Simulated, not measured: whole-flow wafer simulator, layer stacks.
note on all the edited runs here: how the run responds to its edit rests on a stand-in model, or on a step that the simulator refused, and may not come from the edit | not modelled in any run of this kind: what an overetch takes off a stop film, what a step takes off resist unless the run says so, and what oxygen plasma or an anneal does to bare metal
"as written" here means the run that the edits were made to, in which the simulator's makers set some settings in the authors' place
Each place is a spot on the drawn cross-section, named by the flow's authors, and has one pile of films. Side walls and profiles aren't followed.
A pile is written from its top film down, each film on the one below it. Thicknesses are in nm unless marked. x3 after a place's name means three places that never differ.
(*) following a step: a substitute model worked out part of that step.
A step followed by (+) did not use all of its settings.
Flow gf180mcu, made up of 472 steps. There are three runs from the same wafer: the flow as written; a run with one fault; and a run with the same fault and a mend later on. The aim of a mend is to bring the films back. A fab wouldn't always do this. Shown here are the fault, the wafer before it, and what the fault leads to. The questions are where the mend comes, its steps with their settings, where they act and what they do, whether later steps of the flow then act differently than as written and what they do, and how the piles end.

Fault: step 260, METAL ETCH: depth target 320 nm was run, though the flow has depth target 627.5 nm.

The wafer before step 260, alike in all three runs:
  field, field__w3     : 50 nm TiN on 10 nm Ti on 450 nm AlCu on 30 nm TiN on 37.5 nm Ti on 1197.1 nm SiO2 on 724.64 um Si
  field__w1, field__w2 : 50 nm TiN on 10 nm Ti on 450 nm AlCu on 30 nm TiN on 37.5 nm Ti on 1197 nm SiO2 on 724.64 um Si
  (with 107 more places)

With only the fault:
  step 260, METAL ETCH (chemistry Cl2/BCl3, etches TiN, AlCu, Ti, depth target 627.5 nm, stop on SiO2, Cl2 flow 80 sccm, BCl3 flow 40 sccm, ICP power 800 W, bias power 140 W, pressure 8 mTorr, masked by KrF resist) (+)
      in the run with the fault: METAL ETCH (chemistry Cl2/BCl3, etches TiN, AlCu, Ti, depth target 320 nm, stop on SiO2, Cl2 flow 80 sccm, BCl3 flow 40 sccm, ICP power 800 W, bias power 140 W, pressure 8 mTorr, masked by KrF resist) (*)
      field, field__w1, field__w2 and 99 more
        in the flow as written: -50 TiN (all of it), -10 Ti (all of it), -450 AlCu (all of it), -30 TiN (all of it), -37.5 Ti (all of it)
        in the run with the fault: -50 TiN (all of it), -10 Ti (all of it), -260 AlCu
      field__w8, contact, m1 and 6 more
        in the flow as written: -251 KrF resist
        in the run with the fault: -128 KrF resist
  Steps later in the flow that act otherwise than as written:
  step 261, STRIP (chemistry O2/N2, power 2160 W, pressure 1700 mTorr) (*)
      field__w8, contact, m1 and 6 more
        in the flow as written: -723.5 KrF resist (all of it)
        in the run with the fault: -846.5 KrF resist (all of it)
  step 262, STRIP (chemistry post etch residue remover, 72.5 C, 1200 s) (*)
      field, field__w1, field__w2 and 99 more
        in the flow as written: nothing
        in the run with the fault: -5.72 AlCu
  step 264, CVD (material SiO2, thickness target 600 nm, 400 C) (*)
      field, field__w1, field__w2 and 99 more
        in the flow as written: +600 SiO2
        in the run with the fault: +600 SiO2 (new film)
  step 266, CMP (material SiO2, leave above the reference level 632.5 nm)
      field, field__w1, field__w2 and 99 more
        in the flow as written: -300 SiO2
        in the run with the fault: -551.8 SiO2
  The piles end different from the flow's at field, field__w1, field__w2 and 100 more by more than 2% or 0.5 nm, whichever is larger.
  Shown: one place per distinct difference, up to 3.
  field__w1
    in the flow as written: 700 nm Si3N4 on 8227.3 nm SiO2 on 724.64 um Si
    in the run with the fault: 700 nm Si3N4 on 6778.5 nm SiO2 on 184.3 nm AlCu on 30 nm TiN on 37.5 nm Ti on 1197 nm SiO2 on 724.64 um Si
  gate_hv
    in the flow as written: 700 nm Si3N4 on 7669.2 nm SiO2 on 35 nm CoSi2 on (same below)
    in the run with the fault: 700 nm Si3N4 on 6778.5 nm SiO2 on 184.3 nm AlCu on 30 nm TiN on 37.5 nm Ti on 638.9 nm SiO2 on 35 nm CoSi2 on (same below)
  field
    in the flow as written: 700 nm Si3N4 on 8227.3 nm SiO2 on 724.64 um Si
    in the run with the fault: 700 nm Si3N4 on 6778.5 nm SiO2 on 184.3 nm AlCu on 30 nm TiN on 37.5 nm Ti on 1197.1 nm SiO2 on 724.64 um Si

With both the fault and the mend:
  The mend stands after step 260.
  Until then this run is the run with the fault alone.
  step 260a, METAL ETCH (chemistry Cl2/BCl3, etches TiN, AlCu, Ti, depth target 307.5 nm, stop on SiO2, Cl2 flow 80 sccm, BCl3 flow 40 sccm, ICP power 800 W, bias power 140 W, pressure 8 mTorr, masked by KrF resist) (+) (the flow's step 260, run once more with other settings)
      field, field__w1, field__w2 and 99 more
        -190 AlCu (all of it), -30 TiN (all of it), -37.5 Ti (all of it)
      field__w8, contact, m1 and 6 more
        -123 KrF resist
  None of the later steps of the flow acts differently than as written at any place that is followed.
  The piles end the same as the flow's at every place that both follow.
